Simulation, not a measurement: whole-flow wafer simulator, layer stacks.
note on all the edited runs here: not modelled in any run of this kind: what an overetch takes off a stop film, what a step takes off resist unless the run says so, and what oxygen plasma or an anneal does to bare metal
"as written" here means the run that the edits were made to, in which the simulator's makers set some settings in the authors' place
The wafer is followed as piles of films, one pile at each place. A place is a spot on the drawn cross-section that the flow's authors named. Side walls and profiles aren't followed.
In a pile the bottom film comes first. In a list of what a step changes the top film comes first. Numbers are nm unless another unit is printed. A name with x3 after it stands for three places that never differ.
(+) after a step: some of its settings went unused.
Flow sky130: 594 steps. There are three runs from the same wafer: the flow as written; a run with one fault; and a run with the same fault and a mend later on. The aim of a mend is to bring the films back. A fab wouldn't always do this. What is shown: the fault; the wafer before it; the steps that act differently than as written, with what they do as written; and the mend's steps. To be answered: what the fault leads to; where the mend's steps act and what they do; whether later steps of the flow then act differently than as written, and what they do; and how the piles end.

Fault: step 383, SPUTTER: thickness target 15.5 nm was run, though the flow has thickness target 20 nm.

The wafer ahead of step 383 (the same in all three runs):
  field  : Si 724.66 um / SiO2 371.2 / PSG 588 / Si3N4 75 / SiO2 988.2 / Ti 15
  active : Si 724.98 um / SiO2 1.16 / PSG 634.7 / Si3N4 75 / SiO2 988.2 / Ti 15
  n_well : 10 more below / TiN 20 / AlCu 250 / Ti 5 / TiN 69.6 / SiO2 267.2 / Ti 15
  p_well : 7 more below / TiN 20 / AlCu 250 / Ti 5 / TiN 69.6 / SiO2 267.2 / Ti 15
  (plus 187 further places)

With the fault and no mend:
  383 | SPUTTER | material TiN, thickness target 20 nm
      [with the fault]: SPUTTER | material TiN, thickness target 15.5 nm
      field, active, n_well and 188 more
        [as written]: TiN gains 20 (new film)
        [with the fault]: TiN gains 15.5 (new film)
  Later steps of the flow acting differently than as written (10 other steps are not shown; they differ only slightly, by no more than 2% or 0.5 nm, whichever is larger):
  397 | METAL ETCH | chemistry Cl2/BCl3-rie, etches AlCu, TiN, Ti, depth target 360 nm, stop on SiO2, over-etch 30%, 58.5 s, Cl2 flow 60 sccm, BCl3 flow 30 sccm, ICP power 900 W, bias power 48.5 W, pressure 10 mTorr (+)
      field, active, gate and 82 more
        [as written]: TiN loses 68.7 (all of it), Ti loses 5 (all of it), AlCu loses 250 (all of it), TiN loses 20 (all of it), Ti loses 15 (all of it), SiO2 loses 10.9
        [with the fault]: TiN loses 68.7 (all of it), Ti loses 5 (all of it), AlCu loses 250 (all of it), TiN loses 15.5 (all of it), Ti loses 15 (all of it), SiO2 loses 11.4
  By the end, the piles at n_well, p_well, gate_hv and 103 more depart from the flow's by more than 2% or 0.5 nm, whichever is larger.
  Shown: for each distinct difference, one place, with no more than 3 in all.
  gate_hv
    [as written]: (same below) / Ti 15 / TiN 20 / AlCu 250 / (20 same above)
    [with the fault]: (same below) / Ti 15 / TiN 15.5 / AlCu 250 / (20 same above)
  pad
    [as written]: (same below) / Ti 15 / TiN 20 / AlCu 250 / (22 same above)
    [with the fault]: (same below) / Ti 15 / TiN 15.5 / AlCu 250 / (22 same above)
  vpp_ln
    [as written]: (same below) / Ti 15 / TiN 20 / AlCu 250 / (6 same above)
    [with the fault]: (same below) / Ti 15 / TiN 15.5 / AlCu 250 / (6 same above)

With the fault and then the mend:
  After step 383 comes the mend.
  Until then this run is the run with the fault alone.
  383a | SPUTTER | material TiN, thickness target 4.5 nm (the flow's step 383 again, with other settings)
      field, active, n_well and 188 more
        TiN gains 4.5
  None of the later steps of the flow acts differently than as written at any place that is followed.
  At every place that both follow, the piles at the end match the flow's.
